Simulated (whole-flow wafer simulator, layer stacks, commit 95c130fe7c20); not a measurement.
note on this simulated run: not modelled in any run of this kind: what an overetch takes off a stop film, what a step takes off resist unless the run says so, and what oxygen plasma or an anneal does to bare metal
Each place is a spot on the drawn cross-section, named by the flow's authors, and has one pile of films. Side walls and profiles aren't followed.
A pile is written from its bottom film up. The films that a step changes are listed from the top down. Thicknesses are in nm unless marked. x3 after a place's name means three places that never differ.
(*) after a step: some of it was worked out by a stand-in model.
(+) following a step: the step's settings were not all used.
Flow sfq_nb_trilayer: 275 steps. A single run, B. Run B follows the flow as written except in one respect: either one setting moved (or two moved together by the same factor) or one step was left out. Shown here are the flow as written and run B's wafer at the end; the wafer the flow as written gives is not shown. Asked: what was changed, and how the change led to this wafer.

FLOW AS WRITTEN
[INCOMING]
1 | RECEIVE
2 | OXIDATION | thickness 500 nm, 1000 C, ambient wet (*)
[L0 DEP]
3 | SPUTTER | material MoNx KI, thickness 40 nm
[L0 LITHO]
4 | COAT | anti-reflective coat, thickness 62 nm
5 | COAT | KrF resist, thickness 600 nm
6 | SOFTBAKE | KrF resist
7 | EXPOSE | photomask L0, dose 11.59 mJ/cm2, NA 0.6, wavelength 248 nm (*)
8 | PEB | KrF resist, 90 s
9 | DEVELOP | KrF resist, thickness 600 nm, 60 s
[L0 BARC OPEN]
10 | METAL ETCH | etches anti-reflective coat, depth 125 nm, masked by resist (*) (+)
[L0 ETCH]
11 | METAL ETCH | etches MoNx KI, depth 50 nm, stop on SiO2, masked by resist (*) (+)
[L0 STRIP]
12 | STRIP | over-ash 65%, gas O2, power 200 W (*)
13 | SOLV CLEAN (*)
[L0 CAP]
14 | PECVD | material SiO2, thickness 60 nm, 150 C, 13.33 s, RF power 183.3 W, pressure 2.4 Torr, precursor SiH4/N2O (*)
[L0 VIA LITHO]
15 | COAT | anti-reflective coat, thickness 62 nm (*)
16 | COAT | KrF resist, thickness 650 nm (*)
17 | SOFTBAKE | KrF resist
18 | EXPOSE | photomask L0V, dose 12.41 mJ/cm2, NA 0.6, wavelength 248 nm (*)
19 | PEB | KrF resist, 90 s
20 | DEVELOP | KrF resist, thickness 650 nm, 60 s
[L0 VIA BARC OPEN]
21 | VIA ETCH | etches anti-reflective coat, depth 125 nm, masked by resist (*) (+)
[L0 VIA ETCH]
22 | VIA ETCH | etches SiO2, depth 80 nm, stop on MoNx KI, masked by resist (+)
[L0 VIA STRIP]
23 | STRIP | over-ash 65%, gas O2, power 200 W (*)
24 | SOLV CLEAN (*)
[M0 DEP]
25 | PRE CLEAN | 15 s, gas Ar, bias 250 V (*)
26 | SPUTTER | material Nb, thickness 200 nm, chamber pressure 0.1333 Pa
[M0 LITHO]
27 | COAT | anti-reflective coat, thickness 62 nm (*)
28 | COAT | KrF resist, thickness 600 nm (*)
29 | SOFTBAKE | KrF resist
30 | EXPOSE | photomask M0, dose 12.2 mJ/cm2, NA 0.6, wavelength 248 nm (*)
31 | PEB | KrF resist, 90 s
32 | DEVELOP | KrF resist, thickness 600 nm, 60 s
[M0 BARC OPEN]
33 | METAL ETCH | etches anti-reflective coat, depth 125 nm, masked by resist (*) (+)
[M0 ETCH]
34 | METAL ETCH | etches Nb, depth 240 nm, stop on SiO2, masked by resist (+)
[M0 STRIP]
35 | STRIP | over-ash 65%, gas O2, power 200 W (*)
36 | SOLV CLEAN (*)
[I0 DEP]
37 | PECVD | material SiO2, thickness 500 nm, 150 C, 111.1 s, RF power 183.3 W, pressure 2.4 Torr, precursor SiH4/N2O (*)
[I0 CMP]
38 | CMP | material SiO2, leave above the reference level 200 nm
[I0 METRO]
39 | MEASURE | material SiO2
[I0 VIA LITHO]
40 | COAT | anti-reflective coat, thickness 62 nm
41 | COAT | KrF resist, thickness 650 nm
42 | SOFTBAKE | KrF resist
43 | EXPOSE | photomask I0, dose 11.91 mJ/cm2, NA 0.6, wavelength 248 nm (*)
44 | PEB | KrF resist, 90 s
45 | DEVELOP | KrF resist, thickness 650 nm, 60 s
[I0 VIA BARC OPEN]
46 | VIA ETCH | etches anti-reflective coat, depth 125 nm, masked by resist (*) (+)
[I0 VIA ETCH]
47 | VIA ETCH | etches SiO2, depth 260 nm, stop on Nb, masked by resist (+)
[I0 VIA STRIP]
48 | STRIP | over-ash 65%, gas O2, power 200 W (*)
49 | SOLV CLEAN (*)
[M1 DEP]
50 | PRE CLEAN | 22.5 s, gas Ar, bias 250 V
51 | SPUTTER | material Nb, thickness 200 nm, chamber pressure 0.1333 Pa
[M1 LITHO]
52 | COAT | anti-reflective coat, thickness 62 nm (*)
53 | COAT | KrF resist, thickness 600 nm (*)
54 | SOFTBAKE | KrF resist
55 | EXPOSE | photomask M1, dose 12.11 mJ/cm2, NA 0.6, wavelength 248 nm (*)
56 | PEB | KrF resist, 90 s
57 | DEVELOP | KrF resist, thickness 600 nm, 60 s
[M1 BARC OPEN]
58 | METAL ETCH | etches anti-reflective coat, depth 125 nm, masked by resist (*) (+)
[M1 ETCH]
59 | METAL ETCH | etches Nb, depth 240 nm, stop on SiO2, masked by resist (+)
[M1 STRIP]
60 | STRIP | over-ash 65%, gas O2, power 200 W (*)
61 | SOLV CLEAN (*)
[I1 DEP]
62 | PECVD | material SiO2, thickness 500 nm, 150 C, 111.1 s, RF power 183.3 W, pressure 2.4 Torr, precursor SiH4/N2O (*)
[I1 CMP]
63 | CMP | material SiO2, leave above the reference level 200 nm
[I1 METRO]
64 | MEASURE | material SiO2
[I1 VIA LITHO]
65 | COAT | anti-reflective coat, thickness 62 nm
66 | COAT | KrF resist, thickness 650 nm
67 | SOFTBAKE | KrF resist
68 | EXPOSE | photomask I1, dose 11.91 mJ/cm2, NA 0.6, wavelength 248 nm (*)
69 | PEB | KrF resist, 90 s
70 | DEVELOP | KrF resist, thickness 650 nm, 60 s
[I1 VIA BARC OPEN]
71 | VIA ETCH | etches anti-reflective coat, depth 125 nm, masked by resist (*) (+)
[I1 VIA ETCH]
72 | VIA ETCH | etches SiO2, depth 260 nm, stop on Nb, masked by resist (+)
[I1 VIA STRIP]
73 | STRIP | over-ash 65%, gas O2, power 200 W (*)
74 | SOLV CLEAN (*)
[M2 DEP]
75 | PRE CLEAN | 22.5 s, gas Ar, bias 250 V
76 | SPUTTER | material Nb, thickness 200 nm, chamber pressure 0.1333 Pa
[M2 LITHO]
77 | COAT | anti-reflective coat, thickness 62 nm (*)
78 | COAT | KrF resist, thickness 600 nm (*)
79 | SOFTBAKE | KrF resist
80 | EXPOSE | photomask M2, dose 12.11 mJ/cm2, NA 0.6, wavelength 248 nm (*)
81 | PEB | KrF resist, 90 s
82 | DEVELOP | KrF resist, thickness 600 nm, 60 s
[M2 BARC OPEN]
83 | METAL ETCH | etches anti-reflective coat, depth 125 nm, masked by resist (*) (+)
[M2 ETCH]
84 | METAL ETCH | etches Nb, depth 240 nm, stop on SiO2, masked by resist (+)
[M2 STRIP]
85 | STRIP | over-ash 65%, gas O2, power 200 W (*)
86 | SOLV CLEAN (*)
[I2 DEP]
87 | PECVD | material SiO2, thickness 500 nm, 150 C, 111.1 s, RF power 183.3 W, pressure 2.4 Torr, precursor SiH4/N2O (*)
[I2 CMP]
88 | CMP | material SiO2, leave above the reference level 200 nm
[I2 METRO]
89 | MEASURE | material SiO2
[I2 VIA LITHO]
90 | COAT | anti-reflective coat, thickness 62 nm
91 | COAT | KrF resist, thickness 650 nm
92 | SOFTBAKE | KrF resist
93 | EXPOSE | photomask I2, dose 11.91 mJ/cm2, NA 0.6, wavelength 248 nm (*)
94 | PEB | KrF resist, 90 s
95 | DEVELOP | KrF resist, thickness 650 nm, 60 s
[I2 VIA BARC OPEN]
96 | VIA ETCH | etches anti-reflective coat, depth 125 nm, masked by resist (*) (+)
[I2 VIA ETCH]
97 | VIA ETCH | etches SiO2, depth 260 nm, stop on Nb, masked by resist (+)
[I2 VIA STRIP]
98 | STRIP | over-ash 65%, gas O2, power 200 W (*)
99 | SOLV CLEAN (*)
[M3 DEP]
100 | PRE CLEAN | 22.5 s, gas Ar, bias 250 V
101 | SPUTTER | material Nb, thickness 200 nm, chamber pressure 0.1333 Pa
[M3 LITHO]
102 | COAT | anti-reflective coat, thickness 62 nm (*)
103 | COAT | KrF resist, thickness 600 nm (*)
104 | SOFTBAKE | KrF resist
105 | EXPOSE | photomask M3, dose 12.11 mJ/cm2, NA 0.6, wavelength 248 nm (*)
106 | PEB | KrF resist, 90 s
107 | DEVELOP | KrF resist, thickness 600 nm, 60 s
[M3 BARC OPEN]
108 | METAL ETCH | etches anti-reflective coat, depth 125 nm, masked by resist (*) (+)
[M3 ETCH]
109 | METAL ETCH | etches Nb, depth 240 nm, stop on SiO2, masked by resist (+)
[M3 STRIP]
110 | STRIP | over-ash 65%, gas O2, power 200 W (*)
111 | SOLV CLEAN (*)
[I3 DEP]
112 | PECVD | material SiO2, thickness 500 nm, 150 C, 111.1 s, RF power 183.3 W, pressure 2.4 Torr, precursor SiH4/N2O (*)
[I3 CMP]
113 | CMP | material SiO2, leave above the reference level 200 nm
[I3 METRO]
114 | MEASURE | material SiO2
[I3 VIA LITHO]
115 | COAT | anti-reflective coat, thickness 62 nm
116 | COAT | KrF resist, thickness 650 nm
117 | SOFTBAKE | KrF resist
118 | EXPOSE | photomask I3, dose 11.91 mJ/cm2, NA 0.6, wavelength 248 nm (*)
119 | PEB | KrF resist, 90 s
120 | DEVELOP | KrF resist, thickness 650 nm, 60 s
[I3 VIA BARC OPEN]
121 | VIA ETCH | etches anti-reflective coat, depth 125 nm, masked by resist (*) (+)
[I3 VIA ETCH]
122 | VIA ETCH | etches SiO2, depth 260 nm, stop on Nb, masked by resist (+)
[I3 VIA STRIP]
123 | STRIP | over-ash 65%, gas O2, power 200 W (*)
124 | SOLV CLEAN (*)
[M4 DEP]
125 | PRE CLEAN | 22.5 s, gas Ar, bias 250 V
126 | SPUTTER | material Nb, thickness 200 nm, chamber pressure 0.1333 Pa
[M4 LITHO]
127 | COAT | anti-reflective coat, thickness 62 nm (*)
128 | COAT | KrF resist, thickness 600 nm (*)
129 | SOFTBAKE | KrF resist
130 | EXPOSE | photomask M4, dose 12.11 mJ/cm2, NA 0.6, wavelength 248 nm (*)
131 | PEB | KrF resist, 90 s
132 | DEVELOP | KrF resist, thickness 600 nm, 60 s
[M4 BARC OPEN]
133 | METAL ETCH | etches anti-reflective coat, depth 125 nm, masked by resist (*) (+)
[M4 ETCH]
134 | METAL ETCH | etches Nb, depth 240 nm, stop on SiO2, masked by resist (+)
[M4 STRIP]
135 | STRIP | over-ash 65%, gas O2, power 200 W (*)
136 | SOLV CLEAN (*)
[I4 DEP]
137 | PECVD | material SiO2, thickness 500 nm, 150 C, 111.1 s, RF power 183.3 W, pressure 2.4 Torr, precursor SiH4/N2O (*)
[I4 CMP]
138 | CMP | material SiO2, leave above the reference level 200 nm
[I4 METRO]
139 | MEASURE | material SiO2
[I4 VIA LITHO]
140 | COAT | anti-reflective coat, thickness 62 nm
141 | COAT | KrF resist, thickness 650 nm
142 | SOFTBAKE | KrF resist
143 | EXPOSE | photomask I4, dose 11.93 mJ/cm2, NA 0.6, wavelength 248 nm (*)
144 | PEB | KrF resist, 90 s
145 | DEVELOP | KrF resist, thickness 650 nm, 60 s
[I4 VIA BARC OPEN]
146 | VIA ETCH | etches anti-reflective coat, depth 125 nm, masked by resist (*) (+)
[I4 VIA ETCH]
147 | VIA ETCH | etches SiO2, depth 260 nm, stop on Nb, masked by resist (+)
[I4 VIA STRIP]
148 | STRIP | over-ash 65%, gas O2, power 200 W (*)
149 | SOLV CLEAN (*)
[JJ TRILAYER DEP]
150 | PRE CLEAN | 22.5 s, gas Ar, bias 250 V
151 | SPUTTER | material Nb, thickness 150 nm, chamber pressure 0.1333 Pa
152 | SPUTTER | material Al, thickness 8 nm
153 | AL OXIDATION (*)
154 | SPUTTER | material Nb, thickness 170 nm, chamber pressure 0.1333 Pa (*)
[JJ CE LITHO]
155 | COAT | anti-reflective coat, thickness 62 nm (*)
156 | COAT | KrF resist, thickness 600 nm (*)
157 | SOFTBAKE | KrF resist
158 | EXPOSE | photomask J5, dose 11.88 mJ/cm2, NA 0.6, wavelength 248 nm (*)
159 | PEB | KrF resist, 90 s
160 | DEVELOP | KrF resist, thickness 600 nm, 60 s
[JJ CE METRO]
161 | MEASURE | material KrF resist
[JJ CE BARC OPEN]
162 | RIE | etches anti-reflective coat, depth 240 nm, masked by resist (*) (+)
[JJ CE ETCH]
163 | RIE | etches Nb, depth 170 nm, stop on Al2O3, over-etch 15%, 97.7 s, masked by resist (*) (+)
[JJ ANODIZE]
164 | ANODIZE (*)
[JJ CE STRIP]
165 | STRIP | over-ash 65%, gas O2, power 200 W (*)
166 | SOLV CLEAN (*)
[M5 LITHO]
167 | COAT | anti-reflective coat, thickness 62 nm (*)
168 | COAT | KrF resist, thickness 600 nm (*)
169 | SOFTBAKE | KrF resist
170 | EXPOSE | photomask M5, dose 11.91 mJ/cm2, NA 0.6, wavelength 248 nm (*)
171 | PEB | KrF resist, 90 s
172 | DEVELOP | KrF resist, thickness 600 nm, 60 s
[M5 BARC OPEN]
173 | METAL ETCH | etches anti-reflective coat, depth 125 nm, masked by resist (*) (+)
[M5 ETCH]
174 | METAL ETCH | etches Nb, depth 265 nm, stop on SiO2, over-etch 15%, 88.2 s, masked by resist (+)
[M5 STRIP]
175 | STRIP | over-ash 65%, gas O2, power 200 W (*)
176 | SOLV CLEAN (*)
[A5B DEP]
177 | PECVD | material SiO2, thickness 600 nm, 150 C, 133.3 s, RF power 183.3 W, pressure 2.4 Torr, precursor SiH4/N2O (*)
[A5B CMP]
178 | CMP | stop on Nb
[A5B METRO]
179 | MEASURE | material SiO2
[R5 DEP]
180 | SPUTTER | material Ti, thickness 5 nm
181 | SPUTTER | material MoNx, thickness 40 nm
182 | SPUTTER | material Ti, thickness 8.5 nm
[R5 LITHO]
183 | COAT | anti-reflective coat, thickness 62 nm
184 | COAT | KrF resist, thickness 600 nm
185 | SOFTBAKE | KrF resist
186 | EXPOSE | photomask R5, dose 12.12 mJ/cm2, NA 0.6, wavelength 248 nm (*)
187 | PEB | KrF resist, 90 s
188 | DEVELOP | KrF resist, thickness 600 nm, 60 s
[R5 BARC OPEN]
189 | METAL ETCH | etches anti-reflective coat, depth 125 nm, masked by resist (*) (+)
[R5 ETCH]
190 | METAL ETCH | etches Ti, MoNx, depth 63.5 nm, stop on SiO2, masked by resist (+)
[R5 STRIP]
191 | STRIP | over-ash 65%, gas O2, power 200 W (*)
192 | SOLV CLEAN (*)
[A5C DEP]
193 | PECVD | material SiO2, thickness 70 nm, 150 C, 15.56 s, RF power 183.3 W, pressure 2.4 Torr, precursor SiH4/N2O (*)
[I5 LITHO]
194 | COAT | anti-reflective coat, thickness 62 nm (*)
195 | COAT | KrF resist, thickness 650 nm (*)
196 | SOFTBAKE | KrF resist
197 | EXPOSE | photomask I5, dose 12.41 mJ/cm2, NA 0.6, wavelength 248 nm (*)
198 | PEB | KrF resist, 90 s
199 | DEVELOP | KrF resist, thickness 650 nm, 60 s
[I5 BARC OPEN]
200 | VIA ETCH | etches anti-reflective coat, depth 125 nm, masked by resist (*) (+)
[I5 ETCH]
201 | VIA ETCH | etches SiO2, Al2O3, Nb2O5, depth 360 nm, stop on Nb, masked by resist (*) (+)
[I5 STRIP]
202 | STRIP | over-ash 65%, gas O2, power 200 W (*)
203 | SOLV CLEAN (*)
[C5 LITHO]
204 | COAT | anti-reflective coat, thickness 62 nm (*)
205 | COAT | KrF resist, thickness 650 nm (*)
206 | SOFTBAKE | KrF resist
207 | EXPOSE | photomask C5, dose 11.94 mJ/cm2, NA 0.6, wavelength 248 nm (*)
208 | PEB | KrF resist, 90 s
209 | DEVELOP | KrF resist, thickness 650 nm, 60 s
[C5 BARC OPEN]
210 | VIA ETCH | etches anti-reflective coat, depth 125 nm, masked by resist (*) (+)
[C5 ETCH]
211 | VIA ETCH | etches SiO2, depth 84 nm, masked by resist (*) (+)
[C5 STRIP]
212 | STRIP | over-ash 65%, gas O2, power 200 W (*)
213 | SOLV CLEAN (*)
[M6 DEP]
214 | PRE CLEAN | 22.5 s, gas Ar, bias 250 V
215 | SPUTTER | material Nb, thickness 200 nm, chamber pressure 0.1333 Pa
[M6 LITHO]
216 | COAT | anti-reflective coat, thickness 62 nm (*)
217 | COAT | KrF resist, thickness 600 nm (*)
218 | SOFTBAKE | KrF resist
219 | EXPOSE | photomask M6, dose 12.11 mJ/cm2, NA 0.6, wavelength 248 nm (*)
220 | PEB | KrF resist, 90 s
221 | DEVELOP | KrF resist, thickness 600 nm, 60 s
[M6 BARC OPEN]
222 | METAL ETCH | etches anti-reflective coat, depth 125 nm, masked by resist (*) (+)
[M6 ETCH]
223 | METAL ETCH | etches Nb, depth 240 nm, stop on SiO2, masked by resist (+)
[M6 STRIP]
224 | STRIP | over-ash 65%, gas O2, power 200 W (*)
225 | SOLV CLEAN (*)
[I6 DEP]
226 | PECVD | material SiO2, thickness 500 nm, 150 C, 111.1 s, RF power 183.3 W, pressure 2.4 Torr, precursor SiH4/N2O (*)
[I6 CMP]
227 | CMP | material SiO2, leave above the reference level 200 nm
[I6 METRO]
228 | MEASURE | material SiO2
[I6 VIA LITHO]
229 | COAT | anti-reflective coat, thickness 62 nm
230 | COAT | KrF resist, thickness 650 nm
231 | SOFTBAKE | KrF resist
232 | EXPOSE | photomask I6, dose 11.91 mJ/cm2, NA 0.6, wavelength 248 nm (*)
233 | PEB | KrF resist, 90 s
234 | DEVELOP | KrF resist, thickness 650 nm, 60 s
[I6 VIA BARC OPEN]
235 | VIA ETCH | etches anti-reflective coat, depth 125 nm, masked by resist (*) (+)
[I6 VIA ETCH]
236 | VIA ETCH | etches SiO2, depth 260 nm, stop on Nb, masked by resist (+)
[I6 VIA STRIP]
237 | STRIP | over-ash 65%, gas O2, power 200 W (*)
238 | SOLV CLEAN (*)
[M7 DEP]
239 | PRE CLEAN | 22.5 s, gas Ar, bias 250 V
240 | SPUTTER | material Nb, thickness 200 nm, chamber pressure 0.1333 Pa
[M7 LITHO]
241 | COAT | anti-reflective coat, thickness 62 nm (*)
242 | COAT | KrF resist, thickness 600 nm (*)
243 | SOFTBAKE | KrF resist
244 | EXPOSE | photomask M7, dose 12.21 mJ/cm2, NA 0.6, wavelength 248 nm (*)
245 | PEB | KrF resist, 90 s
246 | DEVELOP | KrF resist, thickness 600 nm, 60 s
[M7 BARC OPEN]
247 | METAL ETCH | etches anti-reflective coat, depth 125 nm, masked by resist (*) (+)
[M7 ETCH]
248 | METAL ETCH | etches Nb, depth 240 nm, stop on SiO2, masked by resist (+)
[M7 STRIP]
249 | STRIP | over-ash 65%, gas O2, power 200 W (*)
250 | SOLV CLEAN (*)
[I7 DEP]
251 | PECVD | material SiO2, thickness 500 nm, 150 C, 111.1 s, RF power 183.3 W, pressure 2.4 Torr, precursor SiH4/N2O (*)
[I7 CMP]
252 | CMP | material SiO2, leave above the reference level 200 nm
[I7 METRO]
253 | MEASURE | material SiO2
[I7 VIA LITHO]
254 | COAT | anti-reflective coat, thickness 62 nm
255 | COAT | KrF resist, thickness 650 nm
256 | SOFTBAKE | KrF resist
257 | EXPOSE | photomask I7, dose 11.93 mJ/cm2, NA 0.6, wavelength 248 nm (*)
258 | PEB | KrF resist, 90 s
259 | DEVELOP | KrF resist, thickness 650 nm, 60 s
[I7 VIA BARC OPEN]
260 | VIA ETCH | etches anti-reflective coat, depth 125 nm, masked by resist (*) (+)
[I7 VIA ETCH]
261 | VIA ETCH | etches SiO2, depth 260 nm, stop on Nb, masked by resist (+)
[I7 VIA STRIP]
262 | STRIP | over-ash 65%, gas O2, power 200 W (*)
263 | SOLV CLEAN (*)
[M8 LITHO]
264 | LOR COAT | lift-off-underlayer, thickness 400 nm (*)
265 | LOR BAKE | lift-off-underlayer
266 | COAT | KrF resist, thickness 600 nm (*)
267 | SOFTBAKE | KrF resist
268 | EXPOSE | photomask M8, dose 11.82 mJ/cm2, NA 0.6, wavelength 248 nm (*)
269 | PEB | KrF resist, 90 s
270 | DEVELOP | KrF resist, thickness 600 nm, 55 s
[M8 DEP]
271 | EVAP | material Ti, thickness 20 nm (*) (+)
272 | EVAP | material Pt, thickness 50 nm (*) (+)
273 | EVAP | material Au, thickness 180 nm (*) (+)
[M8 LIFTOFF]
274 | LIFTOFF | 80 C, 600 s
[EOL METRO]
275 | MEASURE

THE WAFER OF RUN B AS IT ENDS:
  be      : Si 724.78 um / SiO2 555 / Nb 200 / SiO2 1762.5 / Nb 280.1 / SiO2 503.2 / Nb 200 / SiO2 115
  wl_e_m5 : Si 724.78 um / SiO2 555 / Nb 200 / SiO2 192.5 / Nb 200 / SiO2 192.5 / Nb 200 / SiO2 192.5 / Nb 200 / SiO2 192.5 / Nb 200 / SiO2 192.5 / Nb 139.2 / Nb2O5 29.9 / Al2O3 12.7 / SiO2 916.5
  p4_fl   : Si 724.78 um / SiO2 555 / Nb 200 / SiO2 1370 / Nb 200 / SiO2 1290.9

What caused this: step 252, CMP: leave above the reference level 115 nm was run, whereas the flow has leave above the reference level 200 nm.
The wafer itself shows it: be has SiO2 115, and step 252 as written asks for 200 nm.

How this came from the change, step by step:
  252 | CMP | material SiO2, leave above the reference level 200 nm
      field_l, p4_fl, p4_fm and 56 more: SiO2 loses 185 (as written it would have been: SiO2 loses 100)
      v_sur, via_wl, via_w and 37 more: SiO2 loses 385 (as written it would have been: SiO2 loses 300)
      (as well as at 7 more places)
  261 | VIA ETCH | etches SiO2, depth 260 nm, stop on Nb, masked by resist (+)
      field_l, v_sur, via_sp and 100 more: KrF resist loses 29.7 (as written it would have been: KrF resist loses 44.8)
      via_wl, via_w, via_wr: SiO2 loses 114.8 (all of it) (as written it would have been: SiO2 loses 199.8 (all of it))
  262 | STRIP | over-ash 65%, gas O2, power 200 W (*)
      field_l, v_sur, via_sp and 100 more: KrF resist loses 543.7 (all of it), anti-reflective coat loses 62 (all of it) (as written it would have been: KrF resist loses 528.6 (all of it), anti-reflective coat loses 62 (all of it))
  264 | LOR COAT | lift-off-underlayer, thickness 400 nm (*)
      via_wl, via_wr: lift-off-underlayer gains 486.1 (new film) (as written it would have been: lift-off-underlayer gains 549.8 (new film))
      v_sur: lift-off-underlayer gains 382.4 (new film) (as written it would have been: lift-off-underlayer gains 369.4 (new film))
      (as well as at 2 more places)
  266 | COAT | KrF resist, thickness 600 nm (*)
      via_w: KrF resist gains 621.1 (new film) (as written it would have been: KrF resist gains 636.8 (new film))
  270 | DEVELOP | KrF resist, thickness 600 nm, 55 s
      v_sur: KrF resist loses 603.7 (all of it), lift-off-underlayer loses 382.4 (all of it) (as written it would have been: KrF resist loses 607.3 (all of it), lift-off-underlayer loses 369.4 (all of it))
      via_wl: KrF resist loses 613.2 (all of it), lift-off-underlayer loses 486.1 (all of it) (as written it would have been: KrF resist loses 623.9 (all of it), lift-off-underlayer loses 549.8 (all of it))
      (as well as at 3 more places)
